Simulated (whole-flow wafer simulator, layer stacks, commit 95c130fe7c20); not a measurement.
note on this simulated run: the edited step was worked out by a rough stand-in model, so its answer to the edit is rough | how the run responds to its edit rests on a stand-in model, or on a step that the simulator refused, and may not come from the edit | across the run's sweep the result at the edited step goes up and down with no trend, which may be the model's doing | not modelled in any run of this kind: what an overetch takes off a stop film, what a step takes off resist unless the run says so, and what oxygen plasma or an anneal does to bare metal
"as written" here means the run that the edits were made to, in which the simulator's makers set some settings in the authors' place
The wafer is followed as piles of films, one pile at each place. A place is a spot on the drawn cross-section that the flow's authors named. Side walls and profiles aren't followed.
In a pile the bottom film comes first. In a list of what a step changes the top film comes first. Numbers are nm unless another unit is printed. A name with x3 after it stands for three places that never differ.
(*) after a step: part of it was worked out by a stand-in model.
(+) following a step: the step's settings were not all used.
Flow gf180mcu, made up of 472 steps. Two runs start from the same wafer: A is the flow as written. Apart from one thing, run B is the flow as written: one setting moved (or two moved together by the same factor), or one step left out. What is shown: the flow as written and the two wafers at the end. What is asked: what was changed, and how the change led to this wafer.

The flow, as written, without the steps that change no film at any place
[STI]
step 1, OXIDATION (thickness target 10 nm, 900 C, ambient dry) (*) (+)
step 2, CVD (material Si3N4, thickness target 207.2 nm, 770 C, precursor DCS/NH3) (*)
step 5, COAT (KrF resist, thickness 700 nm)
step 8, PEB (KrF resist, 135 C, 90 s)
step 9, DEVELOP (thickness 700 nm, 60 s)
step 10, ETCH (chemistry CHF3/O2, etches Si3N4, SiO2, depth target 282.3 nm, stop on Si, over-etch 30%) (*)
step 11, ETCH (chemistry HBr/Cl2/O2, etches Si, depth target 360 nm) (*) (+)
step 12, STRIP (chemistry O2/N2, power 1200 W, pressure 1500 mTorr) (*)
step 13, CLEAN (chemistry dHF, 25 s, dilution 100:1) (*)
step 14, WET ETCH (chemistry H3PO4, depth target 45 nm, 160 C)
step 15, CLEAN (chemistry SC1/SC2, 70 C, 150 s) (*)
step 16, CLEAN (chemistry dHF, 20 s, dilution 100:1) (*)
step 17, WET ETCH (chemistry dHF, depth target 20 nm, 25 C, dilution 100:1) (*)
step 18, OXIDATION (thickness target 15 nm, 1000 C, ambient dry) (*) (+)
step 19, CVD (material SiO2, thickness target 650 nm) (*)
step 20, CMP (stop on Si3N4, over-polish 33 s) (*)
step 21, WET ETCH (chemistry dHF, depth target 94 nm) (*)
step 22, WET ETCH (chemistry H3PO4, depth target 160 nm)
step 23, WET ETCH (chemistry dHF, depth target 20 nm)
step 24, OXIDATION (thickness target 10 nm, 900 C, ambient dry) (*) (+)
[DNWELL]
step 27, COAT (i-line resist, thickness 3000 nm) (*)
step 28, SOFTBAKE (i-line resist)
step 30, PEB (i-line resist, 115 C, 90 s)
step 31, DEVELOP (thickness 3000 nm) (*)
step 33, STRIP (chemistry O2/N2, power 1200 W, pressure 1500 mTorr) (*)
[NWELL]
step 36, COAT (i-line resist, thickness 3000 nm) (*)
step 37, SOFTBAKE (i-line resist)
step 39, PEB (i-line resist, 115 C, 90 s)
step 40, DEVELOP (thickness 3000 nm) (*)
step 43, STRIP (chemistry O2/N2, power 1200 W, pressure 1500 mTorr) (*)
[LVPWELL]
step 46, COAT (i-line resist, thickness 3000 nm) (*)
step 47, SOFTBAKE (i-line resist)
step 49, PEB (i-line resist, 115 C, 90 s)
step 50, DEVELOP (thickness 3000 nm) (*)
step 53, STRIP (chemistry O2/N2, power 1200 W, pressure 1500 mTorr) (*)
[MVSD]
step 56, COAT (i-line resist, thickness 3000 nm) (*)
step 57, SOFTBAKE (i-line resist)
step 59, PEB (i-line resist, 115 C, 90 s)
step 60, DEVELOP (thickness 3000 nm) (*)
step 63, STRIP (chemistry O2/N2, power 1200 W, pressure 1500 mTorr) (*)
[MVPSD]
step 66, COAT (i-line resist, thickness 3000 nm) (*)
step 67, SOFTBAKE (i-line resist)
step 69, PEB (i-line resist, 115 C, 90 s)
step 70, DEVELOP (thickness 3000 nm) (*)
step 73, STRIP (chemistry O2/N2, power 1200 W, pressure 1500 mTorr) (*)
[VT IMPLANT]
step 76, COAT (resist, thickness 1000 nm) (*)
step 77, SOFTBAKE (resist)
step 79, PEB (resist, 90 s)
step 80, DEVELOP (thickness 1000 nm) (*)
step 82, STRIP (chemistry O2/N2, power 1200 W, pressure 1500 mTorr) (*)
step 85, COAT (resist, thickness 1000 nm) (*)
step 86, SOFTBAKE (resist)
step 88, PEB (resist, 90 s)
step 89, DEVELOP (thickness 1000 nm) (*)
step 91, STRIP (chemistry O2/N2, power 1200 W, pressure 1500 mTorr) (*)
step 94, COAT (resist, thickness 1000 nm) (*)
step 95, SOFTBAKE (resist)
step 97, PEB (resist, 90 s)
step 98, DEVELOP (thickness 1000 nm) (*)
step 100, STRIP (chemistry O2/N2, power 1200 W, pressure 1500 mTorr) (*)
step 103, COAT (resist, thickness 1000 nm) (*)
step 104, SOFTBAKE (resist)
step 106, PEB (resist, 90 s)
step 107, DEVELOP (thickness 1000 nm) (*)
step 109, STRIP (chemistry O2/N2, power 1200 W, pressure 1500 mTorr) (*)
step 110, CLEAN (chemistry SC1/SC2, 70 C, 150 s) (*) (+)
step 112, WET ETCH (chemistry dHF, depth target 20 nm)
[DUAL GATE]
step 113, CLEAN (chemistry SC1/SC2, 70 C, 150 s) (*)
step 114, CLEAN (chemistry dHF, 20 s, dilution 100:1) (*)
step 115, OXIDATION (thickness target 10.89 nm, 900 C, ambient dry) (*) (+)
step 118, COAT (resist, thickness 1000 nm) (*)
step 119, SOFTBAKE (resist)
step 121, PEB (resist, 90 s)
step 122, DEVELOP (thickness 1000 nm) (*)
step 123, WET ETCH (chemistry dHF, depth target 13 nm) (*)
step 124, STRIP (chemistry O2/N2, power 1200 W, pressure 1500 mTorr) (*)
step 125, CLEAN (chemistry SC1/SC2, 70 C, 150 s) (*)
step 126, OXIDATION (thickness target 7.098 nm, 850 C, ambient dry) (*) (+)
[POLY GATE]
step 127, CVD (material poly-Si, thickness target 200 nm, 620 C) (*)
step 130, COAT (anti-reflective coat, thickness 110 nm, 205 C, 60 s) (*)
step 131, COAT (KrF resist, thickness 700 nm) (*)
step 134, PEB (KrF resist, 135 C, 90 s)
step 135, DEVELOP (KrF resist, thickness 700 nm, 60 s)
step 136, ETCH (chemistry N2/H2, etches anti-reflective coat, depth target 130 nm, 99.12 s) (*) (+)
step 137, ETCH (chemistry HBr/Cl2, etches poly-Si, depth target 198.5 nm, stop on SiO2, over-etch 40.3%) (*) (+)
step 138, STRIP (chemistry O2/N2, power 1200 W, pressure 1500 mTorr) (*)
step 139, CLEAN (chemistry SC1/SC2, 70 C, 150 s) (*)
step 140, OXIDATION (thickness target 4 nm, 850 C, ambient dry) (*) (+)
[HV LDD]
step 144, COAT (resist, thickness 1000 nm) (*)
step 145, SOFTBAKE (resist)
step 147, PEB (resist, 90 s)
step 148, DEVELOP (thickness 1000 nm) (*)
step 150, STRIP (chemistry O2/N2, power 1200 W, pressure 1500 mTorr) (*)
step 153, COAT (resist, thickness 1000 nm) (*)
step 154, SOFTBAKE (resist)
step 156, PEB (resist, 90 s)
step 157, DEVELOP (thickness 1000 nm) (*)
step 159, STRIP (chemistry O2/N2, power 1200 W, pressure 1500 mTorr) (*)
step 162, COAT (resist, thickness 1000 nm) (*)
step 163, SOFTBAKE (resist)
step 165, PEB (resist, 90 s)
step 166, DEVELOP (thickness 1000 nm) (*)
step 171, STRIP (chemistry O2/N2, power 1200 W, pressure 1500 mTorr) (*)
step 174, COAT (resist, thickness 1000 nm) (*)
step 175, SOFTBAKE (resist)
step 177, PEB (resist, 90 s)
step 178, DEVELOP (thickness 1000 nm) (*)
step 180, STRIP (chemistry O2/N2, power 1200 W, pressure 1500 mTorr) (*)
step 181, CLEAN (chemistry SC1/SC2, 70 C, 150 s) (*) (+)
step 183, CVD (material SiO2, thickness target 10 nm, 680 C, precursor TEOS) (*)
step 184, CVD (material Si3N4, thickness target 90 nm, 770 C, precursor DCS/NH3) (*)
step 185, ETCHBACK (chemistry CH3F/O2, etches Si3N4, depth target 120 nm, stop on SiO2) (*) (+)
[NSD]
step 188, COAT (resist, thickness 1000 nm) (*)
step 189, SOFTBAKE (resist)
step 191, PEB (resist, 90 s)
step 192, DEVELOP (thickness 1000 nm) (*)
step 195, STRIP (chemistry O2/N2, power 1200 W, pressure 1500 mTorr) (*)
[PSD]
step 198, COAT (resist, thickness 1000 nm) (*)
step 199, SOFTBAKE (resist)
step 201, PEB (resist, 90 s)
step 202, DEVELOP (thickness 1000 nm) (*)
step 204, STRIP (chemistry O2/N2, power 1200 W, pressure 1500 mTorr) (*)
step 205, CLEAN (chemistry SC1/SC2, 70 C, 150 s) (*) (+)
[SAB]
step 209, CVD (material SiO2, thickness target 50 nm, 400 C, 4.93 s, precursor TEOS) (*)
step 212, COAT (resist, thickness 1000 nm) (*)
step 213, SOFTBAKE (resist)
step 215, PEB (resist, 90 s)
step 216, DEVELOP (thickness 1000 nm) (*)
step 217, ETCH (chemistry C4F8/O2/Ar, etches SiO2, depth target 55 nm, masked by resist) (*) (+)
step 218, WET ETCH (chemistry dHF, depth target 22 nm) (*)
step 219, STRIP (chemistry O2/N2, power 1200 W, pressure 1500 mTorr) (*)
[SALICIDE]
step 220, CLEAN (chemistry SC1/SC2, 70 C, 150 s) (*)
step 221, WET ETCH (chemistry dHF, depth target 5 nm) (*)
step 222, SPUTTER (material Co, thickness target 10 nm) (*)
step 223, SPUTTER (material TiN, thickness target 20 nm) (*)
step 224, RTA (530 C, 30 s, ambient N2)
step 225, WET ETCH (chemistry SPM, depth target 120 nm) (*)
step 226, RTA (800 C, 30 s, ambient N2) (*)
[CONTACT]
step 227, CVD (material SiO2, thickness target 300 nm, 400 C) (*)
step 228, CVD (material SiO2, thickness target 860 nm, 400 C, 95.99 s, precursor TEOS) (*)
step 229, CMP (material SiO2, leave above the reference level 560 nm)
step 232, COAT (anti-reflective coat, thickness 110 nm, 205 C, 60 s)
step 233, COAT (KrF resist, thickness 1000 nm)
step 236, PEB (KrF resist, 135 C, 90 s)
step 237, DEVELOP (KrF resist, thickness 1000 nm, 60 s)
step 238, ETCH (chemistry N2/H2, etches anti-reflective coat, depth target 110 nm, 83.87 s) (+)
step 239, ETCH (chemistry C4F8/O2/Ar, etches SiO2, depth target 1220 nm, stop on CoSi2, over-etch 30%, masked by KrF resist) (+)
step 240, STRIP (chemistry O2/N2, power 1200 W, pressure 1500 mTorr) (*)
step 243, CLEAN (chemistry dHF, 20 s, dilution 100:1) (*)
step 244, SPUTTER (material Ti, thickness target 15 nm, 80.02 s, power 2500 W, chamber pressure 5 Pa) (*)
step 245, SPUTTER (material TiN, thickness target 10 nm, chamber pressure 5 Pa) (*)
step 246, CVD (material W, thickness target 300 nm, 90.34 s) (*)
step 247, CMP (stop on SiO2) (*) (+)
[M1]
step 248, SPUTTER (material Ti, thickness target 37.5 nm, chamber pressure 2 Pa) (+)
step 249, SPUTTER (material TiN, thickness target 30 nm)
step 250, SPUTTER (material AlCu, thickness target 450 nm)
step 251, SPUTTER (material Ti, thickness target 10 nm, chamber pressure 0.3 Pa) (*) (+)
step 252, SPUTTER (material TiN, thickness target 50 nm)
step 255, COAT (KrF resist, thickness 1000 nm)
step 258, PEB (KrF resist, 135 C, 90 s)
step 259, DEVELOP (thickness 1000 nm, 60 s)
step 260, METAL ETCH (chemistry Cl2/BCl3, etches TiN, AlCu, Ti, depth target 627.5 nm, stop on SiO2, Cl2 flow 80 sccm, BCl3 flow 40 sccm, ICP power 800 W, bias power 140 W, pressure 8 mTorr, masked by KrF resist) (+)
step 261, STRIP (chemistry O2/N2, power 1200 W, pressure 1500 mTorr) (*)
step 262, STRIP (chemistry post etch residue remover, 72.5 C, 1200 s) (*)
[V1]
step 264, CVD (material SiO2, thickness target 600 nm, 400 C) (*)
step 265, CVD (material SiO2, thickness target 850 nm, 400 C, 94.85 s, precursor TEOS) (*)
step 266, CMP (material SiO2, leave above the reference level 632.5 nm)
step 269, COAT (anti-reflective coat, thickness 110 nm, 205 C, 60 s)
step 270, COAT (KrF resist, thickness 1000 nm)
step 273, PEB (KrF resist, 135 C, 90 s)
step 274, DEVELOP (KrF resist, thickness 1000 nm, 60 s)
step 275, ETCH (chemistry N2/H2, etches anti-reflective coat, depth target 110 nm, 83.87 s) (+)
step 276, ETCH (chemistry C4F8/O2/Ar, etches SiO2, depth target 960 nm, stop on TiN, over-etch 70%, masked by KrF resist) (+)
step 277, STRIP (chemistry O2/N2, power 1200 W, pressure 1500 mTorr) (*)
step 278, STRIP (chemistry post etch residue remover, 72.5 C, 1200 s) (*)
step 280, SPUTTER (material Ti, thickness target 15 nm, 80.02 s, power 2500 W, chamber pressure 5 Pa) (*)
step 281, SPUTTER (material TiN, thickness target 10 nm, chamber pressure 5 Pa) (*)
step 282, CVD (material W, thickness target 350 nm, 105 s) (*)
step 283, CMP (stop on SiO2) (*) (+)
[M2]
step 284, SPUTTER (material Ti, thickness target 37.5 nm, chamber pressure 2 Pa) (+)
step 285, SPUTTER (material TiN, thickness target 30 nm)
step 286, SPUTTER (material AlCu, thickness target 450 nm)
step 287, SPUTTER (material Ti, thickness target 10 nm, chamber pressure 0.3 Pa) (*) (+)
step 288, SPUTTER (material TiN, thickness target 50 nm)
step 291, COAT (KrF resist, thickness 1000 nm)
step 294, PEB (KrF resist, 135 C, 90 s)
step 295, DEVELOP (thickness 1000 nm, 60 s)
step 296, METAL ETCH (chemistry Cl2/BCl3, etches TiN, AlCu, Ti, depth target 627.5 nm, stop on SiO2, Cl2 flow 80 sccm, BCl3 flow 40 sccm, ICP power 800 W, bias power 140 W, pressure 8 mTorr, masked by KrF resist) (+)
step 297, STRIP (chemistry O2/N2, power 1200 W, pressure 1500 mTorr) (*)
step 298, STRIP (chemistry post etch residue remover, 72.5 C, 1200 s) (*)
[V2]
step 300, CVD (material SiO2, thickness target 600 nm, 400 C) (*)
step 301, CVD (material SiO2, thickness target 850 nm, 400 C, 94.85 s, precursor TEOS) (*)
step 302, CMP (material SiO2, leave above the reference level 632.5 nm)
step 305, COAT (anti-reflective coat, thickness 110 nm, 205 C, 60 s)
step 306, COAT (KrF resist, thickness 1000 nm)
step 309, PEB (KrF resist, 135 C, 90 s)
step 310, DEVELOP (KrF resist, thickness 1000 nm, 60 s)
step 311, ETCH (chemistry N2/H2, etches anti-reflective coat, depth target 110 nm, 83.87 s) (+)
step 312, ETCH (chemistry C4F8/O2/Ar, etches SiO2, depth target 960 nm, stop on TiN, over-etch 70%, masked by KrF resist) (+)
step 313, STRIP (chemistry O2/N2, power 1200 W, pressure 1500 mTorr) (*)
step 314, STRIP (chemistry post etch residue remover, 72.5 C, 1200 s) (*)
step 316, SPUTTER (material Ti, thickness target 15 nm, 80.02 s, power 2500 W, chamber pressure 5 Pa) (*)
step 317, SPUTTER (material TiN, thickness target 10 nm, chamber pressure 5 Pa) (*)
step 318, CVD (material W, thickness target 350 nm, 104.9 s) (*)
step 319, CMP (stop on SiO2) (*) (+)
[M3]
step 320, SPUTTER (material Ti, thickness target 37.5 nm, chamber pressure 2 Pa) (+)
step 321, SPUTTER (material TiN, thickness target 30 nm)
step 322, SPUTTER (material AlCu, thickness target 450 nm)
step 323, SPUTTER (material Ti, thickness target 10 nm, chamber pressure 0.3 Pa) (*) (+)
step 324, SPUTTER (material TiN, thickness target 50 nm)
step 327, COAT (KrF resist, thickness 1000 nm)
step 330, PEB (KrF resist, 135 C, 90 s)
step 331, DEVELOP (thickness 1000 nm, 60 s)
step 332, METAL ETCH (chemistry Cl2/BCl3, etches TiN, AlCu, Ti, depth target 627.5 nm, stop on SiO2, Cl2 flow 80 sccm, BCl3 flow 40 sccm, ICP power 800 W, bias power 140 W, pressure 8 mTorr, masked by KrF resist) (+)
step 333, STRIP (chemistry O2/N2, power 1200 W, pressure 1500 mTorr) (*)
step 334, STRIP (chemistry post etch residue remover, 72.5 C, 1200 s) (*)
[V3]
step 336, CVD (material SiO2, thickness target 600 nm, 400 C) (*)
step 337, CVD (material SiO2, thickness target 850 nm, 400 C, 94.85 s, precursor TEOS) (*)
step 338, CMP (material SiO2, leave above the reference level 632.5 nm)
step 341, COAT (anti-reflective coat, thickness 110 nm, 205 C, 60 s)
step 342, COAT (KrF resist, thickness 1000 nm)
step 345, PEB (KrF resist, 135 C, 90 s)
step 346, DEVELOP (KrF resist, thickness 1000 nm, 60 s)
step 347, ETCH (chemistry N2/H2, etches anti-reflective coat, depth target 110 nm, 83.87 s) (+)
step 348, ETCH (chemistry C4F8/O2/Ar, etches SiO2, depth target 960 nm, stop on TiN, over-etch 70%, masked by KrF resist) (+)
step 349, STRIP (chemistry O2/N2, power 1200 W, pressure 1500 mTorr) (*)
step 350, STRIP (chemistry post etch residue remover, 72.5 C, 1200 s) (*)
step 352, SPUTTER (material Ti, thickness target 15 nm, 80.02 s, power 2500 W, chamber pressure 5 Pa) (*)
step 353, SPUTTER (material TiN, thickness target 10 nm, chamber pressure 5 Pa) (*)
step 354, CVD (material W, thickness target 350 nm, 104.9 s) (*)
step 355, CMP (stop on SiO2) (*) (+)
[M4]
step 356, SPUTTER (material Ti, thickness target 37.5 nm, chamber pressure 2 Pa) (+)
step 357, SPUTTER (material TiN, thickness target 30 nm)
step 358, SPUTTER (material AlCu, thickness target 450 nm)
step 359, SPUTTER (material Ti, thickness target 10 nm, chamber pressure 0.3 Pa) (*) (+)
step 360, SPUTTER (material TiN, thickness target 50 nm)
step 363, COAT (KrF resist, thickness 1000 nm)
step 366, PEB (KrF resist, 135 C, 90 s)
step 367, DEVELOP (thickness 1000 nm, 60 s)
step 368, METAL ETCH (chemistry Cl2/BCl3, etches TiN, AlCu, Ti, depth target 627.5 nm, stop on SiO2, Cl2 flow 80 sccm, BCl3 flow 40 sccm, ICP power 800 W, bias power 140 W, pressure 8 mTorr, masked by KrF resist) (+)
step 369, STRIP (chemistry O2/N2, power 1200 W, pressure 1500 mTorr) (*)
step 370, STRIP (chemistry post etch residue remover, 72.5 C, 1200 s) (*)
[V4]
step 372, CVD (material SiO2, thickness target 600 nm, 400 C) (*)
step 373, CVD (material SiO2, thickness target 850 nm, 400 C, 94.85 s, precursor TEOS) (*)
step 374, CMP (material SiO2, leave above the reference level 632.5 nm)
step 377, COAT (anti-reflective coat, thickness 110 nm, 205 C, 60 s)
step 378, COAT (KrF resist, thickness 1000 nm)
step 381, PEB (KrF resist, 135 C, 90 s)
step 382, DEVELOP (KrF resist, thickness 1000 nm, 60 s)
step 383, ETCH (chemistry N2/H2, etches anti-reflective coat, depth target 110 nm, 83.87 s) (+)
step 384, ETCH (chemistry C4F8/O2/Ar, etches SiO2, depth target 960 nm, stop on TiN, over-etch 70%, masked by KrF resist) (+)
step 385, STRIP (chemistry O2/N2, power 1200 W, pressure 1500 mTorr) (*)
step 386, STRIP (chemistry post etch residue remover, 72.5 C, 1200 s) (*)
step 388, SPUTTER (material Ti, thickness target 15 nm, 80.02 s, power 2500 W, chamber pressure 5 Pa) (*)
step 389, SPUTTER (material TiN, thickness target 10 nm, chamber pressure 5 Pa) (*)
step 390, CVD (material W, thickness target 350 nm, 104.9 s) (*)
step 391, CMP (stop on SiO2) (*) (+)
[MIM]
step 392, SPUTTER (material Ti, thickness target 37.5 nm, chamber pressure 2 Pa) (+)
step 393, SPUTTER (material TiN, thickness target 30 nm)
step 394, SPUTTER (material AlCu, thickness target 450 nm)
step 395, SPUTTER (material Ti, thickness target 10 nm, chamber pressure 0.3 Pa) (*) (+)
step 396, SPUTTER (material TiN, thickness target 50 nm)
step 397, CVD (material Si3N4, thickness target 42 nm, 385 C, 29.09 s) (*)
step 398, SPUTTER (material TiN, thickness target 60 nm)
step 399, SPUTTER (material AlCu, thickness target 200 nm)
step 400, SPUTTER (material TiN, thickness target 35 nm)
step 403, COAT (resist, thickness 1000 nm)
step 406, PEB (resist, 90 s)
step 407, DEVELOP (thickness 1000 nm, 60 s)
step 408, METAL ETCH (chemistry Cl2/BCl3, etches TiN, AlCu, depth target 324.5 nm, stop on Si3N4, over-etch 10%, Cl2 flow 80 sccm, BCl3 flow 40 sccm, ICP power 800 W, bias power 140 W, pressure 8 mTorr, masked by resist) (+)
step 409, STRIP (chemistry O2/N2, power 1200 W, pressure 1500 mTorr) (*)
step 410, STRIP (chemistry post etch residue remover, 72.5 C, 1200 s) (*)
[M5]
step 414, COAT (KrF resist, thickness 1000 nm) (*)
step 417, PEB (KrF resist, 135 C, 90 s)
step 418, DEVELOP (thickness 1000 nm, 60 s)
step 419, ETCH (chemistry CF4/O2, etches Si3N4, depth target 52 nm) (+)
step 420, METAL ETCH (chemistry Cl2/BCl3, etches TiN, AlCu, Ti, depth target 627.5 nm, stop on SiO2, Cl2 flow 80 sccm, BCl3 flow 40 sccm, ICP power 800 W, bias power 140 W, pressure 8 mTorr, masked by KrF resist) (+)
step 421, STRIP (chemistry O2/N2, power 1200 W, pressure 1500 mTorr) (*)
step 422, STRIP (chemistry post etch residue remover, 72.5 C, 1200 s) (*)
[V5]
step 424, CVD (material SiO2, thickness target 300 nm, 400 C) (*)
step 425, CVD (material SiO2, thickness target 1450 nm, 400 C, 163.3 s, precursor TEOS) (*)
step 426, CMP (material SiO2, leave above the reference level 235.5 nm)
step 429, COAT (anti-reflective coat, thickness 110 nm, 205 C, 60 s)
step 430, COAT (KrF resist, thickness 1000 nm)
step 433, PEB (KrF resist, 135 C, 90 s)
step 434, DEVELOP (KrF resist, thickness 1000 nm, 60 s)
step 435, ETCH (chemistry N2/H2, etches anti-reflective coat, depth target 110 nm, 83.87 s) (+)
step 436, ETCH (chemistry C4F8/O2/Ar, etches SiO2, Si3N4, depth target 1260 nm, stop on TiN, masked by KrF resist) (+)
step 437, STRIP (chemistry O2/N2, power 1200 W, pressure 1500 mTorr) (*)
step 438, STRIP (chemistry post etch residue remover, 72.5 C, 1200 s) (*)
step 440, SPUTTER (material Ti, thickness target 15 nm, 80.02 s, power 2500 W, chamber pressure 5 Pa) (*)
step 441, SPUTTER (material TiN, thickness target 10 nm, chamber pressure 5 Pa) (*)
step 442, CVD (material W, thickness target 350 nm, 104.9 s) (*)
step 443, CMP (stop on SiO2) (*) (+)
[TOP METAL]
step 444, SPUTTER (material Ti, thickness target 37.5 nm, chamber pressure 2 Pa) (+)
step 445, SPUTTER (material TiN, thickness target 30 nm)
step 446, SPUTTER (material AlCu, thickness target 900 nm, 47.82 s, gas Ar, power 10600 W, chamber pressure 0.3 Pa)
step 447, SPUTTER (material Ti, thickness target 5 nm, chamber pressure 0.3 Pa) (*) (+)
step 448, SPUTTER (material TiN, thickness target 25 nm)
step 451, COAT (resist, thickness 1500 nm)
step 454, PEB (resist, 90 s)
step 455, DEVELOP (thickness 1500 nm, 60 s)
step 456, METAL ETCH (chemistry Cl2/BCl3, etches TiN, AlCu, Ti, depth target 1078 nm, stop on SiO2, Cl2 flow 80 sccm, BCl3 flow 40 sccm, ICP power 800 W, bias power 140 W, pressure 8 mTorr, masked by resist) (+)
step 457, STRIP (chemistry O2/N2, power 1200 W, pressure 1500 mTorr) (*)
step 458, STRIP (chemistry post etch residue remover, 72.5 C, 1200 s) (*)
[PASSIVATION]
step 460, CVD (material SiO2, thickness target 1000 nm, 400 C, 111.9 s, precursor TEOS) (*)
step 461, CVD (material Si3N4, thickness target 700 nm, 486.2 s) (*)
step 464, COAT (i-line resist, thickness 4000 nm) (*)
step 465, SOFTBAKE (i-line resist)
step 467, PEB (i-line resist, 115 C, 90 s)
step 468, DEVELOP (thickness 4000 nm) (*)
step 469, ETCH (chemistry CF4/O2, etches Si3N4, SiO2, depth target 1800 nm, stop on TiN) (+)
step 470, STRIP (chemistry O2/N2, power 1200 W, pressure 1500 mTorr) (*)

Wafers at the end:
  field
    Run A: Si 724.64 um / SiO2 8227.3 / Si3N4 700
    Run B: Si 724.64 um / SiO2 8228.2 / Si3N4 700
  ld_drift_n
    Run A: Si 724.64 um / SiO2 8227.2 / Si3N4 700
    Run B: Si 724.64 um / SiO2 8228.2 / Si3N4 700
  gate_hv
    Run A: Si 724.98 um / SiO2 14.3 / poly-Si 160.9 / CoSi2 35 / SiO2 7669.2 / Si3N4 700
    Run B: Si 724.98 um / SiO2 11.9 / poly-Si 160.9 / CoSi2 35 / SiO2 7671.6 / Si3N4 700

The reason: step 126, OXIDATION: thickness target 4.259 nm was run, whereas the flow has thickness target 7.098 nm.

Step by step, how the change led to this:
  step 126, OXIDATION (thickness target 7.098 nm, 850 C, ambient dry) (*) (+)
      gate_hv, active_hv, active_nat and 25 more: A SiO2 gains 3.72, Si loses 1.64 | B SiO2 gains 1.35, Si loses 0.6
      active, n_well, p_well and 12 more: A SiO2 gains 7.1 (new film), chemical SiO2 loses 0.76 (all of it), Si loses 2.79 | B SiO2 gains 4.26 (new film), chemical SiO2 loses 0.76 (all of it), Si loses 1.54
  step 189, SOFTBAKE (resist)
      field__w9: A resist gains 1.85 | B resist loses 1.05
      active_hv: A resist gains 0.78 | B resist gains 0.19
      (as well as at 1 more place)
  step 199, SOFTBAKE (resist)
      field__w9: A resist gains 1.85 | B resist loses 1.05
      active_hv: A resist gains 0.78 | B resist gains 0.19
      (as well as at 1 more place)
  step 218, WET ETCH (chemistry dHF, depth target 22 nm) (*)
      active, p_well, sd_n, iso_ptap_pw, iso_ntap_nw, iso_ptap_sub, vpnp_e: A SiO2 loses 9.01 (all of it) | B SiO2 loses 6.48 (all of it)
      ldn_tap, ldn_src, ldn_drn, ldp_tap, ldp_src, ldp_drn, ldp_gr: A SiO2 loses 16 (all of it) | B SiO2 loses 13.7 (all of it)
      (as well as at 9 more places)
  step 223, SPUTTER (material TiN, thickness target 20 nm) (*)
      field__w12: A TiN gains 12 (new film) | B TiN gains 12.6 (new film)
  step 225, WET ETCH (chemistry SPM, depth target 120 nm) (*)
      field__w12: A TiN loses 12 (all of it), Co loses 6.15 (all of it) | B TiN loses 12.6 (all of it), Co loses 6.15 (all of it)
